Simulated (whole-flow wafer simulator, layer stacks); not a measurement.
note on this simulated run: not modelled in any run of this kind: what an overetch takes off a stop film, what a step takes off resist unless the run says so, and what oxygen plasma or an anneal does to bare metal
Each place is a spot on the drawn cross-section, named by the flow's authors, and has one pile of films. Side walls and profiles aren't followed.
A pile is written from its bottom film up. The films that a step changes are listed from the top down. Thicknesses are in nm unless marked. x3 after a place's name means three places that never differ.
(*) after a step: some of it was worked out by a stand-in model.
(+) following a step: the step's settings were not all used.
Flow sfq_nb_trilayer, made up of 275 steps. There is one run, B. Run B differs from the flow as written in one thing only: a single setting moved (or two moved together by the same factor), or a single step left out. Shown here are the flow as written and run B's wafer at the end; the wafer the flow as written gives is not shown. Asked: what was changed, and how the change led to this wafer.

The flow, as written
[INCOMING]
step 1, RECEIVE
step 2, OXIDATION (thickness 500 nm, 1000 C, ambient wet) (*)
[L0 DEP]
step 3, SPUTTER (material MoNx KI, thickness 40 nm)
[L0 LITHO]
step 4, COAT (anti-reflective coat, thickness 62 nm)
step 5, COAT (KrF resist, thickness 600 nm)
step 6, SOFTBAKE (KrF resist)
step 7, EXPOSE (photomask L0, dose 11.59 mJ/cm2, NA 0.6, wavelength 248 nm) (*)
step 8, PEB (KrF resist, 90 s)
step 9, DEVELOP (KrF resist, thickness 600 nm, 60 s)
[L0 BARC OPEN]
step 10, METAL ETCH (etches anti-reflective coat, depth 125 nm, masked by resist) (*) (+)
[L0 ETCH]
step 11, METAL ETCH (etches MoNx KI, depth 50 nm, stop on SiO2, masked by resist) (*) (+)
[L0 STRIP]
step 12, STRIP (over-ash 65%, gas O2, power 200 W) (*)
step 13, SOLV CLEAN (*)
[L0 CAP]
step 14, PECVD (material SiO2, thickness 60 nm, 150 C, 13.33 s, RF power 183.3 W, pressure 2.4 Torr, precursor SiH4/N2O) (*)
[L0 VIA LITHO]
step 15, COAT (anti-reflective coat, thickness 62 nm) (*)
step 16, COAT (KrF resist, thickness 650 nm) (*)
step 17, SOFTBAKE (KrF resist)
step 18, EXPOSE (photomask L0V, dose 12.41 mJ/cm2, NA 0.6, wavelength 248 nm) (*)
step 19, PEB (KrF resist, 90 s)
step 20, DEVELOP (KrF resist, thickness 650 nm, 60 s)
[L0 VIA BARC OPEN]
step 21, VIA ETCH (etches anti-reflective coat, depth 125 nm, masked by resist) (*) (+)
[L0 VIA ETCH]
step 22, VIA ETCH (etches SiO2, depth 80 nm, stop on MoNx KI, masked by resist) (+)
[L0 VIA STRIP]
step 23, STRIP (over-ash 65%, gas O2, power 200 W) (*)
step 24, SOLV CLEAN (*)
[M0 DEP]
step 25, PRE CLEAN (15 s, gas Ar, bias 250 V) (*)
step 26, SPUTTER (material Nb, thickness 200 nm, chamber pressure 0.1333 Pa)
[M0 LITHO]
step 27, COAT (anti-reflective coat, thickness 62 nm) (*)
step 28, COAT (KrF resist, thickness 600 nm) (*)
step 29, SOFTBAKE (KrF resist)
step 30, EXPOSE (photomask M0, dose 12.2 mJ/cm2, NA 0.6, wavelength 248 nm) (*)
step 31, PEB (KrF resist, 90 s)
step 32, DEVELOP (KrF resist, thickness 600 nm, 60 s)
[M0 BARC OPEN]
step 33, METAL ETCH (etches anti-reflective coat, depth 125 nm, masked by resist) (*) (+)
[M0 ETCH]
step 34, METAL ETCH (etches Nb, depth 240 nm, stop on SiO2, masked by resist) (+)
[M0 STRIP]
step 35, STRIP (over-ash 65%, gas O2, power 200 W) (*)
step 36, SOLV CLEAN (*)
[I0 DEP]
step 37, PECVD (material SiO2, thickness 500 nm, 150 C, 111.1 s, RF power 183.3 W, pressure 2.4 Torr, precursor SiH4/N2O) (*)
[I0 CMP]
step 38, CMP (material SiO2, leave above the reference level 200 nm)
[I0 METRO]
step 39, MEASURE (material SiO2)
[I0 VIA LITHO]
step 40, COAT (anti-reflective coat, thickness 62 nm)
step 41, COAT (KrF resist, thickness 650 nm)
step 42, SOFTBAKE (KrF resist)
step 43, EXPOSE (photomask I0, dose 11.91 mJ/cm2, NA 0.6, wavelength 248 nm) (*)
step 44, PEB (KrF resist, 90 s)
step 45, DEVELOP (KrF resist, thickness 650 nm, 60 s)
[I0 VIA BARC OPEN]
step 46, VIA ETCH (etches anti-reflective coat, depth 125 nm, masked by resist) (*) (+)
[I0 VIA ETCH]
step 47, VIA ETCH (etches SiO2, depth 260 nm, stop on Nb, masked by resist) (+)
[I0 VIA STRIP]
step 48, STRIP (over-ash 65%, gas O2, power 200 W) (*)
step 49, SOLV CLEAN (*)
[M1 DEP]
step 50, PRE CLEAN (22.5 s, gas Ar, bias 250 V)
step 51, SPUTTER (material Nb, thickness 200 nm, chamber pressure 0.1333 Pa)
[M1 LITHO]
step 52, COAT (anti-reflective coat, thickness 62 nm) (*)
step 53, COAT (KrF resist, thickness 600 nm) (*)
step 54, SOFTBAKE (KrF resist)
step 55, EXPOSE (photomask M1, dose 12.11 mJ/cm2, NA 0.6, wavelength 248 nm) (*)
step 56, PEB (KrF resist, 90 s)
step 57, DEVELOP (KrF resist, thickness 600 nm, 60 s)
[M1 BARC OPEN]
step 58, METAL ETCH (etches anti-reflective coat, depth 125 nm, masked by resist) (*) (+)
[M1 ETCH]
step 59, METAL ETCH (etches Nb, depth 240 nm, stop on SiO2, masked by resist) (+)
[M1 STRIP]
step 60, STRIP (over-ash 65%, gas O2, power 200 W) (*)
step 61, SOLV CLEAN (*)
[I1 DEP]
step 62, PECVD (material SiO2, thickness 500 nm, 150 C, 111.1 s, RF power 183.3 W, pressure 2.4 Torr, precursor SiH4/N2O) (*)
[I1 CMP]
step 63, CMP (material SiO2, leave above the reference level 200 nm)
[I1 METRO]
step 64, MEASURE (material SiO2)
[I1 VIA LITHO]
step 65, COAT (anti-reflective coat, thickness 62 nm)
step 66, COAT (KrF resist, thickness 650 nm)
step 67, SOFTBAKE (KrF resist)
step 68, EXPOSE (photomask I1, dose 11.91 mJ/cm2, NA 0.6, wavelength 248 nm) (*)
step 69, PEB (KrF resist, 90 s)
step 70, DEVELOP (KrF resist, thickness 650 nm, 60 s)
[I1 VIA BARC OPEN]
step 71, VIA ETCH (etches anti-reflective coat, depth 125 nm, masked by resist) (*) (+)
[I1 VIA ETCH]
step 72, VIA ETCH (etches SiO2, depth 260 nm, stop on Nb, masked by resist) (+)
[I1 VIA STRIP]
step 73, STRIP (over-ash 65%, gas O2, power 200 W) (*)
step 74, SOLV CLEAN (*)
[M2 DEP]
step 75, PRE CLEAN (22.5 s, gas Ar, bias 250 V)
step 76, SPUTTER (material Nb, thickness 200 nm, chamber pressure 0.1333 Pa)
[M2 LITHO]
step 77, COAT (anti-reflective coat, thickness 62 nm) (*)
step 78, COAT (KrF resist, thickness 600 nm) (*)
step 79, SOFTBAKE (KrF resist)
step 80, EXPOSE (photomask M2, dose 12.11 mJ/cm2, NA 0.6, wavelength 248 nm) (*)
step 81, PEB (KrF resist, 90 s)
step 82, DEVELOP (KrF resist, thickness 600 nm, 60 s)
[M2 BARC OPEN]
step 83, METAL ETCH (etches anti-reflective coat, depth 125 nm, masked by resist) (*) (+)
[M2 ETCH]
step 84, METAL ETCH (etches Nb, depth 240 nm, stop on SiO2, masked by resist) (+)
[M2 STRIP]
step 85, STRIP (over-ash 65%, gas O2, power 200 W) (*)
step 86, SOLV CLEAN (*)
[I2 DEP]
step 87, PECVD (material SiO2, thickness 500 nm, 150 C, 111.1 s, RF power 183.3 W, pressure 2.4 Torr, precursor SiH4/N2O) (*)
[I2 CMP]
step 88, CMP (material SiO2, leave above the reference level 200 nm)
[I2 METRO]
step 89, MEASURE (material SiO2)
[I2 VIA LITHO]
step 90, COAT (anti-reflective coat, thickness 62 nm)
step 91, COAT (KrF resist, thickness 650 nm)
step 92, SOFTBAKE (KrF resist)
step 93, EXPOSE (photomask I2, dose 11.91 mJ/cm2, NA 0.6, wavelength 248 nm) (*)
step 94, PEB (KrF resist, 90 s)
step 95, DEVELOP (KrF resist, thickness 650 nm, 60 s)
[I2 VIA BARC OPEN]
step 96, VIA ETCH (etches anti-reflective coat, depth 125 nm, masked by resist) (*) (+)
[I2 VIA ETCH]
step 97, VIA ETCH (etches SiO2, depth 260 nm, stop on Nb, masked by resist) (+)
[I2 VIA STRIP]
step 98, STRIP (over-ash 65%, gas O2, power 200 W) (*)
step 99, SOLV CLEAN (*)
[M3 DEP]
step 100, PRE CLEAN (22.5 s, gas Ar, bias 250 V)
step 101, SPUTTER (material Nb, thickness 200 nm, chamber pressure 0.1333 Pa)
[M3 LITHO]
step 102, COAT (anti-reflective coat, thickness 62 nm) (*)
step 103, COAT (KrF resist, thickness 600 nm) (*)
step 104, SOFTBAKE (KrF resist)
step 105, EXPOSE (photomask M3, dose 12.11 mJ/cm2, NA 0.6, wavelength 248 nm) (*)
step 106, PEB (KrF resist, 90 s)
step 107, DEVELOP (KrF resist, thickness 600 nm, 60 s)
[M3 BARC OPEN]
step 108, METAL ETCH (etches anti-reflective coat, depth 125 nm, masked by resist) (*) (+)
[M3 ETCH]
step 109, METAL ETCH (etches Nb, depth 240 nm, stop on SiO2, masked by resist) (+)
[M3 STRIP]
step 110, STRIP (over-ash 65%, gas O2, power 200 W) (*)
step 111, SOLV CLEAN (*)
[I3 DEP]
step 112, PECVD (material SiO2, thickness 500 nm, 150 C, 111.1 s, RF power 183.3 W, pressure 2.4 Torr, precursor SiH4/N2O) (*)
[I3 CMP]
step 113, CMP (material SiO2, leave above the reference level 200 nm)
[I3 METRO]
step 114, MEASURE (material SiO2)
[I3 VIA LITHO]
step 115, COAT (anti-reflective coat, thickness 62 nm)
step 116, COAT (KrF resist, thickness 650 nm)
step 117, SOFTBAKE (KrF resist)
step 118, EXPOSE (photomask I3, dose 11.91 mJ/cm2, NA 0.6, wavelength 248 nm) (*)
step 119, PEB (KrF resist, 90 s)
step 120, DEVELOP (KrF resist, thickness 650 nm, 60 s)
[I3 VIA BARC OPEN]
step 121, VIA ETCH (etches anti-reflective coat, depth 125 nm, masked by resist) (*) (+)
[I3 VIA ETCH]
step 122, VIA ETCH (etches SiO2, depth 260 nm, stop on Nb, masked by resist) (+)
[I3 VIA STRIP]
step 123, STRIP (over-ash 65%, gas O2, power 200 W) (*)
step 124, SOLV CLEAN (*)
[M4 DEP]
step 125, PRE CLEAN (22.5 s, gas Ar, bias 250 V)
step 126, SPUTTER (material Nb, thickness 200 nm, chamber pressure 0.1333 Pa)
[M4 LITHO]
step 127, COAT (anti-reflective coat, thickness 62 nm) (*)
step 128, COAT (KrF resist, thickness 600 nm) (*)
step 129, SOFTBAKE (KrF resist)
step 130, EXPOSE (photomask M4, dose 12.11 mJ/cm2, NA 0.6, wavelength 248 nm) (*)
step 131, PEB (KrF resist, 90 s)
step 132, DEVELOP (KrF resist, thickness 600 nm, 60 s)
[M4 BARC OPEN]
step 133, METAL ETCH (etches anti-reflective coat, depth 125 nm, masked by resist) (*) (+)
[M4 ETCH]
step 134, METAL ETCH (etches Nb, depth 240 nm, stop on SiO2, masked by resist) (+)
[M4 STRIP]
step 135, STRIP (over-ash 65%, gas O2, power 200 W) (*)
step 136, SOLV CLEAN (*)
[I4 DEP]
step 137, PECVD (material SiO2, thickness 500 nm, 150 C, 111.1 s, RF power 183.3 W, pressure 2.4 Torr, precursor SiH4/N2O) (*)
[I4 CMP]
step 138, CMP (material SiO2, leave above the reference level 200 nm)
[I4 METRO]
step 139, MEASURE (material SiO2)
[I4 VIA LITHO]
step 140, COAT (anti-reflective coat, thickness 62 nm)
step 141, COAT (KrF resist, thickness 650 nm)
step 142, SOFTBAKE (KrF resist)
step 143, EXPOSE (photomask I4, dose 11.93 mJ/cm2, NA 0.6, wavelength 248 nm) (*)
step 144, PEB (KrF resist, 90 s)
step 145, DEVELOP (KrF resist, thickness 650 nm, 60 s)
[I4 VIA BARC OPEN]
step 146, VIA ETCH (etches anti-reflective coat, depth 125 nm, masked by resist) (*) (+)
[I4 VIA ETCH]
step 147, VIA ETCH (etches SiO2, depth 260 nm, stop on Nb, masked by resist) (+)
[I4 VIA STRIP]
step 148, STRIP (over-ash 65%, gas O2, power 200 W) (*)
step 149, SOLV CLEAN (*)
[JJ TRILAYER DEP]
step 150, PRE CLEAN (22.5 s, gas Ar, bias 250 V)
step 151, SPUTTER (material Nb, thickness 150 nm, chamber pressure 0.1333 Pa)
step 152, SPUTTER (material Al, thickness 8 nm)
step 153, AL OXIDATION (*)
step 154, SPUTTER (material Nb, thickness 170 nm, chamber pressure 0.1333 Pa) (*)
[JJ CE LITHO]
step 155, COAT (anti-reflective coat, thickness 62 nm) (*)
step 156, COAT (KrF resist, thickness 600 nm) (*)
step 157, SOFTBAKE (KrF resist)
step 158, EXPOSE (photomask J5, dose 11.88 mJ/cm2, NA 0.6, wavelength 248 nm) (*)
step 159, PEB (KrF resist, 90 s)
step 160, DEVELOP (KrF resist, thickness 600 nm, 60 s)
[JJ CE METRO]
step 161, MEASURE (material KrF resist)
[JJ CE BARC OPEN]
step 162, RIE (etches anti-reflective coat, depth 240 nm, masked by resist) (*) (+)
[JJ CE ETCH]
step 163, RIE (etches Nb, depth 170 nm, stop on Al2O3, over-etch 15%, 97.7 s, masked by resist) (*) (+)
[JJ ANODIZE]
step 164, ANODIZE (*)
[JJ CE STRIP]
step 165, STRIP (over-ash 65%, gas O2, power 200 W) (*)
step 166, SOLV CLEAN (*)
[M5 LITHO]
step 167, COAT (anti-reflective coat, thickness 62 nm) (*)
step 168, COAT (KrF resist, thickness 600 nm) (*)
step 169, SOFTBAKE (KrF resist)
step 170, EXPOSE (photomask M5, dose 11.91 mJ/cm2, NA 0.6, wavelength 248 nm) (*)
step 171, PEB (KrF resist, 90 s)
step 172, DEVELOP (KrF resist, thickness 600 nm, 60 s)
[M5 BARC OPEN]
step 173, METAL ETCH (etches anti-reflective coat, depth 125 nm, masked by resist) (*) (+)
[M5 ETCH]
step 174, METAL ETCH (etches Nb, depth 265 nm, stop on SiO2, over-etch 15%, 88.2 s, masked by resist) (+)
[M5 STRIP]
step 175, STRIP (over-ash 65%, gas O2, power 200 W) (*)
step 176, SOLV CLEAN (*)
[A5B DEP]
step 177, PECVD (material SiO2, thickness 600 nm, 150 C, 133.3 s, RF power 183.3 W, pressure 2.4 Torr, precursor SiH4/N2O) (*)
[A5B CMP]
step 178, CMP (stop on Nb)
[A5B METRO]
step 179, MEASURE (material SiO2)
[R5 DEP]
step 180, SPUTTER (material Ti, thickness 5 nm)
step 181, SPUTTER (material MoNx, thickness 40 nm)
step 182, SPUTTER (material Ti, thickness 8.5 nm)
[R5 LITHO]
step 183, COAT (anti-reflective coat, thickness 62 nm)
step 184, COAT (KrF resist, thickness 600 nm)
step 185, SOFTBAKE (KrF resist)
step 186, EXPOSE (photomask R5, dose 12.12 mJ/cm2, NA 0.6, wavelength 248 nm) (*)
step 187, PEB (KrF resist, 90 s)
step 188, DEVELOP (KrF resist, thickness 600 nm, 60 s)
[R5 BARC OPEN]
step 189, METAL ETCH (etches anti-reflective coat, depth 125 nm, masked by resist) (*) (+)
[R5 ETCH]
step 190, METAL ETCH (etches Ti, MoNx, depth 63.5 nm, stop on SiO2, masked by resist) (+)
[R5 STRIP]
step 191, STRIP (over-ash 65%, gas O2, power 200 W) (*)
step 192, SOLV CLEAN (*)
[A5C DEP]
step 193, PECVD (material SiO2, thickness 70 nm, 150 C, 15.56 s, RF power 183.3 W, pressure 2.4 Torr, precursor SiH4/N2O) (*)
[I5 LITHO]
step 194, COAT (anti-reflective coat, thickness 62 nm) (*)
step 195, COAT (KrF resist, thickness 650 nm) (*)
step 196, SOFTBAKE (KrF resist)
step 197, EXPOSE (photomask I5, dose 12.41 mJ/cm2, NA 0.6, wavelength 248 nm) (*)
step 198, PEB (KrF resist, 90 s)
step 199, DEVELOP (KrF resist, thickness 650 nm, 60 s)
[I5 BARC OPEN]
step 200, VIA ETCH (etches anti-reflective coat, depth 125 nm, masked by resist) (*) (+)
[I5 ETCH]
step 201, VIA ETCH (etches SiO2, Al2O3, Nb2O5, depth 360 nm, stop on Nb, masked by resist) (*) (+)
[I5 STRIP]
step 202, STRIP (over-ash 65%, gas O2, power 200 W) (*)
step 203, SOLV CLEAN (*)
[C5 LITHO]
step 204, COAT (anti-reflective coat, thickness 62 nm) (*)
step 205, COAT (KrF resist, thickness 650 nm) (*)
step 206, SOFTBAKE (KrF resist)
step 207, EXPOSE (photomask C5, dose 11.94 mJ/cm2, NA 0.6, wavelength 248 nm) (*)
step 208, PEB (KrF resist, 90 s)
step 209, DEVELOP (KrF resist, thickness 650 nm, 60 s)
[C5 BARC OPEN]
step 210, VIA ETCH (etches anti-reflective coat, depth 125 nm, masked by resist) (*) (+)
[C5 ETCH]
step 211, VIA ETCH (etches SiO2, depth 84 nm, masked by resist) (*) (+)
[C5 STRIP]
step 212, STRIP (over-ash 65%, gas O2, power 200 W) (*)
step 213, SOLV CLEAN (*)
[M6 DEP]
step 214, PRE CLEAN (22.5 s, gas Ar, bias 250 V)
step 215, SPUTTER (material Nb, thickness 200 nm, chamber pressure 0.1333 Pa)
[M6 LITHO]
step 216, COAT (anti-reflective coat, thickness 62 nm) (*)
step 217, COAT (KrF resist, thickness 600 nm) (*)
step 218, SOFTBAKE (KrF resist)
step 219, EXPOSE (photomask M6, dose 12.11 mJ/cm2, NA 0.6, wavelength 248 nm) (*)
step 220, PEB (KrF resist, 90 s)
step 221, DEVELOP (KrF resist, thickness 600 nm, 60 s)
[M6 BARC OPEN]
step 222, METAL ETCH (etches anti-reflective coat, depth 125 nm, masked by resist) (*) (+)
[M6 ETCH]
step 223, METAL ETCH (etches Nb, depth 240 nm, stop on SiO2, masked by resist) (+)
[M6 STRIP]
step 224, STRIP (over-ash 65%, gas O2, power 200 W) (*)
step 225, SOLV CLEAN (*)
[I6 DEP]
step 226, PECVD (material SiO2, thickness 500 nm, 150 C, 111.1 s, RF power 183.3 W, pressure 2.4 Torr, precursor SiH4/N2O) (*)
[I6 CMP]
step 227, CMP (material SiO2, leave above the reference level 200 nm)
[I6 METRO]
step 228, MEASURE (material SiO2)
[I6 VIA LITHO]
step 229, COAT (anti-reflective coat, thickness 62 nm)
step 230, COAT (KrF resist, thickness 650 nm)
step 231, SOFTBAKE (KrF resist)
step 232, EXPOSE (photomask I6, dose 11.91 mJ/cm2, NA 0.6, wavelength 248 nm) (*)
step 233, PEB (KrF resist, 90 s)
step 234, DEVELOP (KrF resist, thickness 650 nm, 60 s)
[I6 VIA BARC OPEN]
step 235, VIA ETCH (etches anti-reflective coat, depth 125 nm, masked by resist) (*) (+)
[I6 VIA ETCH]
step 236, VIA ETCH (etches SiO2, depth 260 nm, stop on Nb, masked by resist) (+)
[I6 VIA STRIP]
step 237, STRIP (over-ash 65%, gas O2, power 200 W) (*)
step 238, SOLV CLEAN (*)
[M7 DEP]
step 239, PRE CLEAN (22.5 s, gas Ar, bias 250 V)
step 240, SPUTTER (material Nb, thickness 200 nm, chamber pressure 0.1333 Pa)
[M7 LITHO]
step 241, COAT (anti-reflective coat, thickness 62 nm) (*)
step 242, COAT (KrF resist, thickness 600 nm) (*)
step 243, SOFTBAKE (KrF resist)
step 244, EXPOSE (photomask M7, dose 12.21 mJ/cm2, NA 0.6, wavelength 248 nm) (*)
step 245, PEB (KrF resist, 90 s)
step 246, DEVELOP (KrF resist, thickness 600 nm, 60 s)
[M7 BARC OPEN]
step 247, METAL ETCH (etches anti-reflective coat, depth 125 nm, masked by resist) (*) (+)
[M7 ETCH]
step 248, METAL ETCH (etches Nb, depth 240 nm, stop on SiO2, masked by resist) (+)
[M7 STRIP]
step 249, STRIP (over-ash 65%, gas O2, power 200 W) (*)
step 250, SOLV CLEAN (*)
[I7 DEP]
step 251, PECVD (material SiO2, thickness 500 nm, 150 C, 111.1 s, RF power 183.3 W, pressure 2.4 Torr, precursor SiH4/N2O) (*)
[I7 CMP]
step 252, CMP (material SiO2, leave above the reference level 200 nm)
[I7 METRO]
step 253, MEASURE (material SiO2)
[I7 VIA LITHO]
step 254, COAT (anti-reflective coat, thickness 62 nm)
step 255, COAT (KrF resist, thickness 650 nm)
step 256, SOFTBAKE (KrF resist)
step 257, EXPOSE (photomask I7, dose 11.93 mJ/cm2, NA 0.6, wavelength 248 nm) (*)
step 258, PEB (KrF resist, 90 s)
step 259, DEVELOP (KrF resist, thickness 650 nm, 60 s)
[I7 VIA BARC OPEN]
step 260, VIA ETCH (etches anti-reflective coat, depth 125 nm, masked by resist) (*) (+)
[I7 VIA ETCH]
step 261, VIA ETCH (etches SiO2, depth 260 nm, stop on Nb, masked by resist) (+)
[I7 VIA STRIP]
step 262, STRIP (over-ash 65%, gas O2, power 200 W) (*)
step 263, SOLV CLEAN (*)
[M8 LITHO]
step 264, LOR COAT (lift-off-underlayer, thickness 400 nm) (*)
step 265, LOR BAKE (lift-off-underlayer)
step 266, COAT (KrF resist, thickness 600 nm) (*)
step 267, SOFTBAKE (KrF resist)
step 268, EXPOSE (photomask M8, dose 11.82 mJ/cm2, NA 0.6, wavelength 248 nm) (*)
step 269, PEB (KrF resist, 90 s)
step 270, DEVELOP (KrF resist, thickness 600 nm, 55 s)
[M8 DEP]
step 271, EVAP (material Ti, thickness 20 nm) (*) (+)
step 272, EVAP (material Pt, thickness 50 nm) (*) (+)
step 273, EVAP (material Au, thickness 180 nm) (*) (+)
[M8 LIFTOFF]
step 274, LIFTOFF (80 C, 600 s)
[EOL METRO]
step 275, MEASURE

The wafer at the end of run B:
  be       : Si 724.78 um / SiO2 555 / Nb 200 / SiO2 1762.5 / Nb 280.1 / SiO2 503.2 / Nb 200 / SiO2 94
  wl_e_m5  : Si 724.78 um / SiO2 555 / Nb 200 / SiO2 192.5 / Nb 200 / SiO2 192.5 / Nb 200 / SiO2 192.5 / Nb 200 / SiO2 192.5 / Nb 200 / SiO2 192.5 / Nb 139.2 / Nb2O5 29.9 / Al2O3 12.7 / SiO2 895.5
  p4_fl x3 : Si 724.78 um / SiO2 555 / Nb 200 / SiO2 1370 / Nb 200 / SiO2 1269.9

Cause: step 252, CMP: leave above the reference level 94 nm was run, whereas the flow has leave above the reference level 200 nm.
The wafer lets one read it off: be has SiO2 94, and step 252 as written asks for 200 nm.

How this came from the change, step by step:
  step 252, CMP (material SiO2, leave above the reference level 200 nm)
      field_l, p4_fl x3, p4_w1 x9 and 46 more: SiO2 loses 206 (in the flow as written it would be: SiO2 loses 100)
      v_sur, via_wl, via_w and 37 more: SiO2 loses 406 (in the flow as written it would be: SiO2 loses 300)
      (and at 7 other places as well)
  step 261, VIA ETCH (etches SiO2, depth 260 nm, stop on Nb, masked by resist) (+)
      field_l, v_sur, via_sp and 100 more: KrF resist loses 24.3 (in the flow as written it would be: KrF resist loses 44.8)
      via_wl, via_w, via_wr: SiO2 loses 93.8 (all of it) (in the flow as written it would be: SiO2 loses 199.8 (all of it))
  step 262, STRIP (over-ash 65%, gas O2, power 200 W) (*)
      field_l, v_sur, via_sp and 100 more: KrF resist loses 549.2 (all of it), anti-reflective coat loses 62 (all of it) (in the flow as written it would be: KrF resist loses 528.6 (all of it), anti-reflective coat loses 62 (all of it))
  step 264, LOR COAT (lift-off-underlayer, thickness 400 nm) (*)
      via_wl, via_wr: lift-off-underlayer gains 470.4 (new film) (in the flow as written it would be: lift-off-underlayer gains 549.8 (new film))
      v_sur: lift-off-underlayer gains 385.6 (new film) (in the flow as written it would be: lift-off-underlayer gains 369.4 (new film))
      (and at 2 other places as well)
  step 266, COAT (KrF resist, thickness 600 nm) (*)
      via_wl: KrF resist gains 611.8 (new film) (in the flow as written it would be: KrF resist gains 625.2 (new film))
      via_w: KrF resist gains 617.3 (new film) (in the flow as written it would be: KrF resist gains 636.8 (new film))
      (and at 1 other place as well)
  step 270, DEVELOP (KrF resist, thickness 600 nm, 55 s)
      v_sur: KrF resist loses 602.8 (all of it), lift-off-underlayer loses 385.6 (all of it) (in the flow as written it would be: KrF resist loses 607.3 (all of it), lift-off-underlayer loses 369.4 (all of it))
      via_wl: KrF resist loses 610.5 (all of it), lift-off-underlayer loses 470.4 (all of it) (in the flow as written it would be: KrF resist loses 623.9 (all of it), lift-off-underlayer loses 549.8 (all of it))
      (and at 3 other places as well)
